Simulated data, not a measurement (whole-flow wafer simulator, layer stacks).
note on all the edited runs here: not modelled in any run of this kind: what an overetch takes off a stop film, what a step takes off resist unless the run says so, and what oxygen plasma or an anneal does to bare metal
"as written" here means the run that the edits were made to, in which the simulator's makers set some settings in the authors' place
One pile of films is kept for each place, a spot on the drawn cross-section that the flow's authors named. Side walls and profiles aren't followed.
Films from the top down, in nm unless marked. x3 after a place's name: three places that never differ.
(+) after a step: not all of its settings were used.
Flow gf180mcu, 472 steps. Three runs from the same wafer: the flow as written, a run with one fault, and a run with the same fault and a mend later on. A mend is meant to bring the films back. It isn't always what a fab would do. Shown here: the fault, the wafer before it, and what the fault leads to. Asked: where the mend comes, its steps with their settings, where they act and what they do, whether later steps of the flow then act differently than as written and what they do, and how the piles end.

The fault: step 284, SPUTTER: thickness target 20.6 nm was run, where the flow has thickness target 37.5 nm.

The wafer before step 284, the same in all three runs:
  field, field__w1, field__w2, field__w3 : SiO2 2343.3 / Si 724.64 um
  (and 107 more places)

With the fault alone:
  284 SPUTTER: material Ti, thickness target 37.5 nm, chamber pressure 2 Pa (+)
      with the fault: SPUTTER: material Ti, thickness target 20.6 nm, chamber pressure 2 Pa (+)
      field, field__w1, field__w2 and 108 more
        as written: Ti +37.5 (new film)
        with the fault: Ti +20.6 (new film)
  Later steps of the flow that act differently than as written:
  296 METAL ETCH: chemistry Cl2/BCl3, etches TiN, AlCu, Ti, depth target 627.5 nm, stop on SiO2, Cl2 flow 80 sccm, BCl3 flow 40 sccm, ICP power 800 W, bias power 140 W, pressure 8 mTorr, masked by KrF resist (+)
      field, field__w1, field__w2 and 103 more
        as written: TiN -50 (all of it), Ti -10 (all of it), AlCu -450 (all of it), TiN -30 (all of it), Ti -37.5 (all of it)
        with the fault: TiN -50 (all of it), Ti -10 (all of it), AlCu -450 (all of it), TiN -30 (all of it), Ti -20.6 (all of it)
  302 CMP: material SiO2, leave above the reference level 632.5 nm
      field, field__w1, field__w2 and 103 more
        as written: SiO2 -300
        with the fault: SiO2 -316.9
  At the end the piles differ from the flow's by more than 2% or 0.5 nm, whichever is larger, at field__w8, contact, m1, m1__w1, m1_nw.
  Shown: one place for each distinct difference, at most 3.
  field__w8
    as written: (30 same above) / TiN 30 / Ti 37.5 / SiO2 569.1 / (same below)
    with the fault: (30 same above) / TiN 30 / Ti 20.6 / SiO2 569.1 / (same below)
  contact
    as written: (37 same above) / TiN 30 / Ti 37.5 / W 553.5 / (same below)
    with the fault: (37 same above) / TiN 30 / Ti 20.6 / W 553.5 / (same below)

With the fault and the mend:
  The mend comes after step 284.
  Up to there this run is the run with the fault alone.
  284a SPUTTER: material Ti, thickness target 16.9 nm, chamber pressure 2 Pa (+) (the flow's step 284 once more, with other settings)
      field, field__w1, field__w2 and 108 more
        Ti +16.9
  No later step of the flow acts differently than as written at any place that is followed.
  At the end the piles are the same as the flow's at every place that both follow.
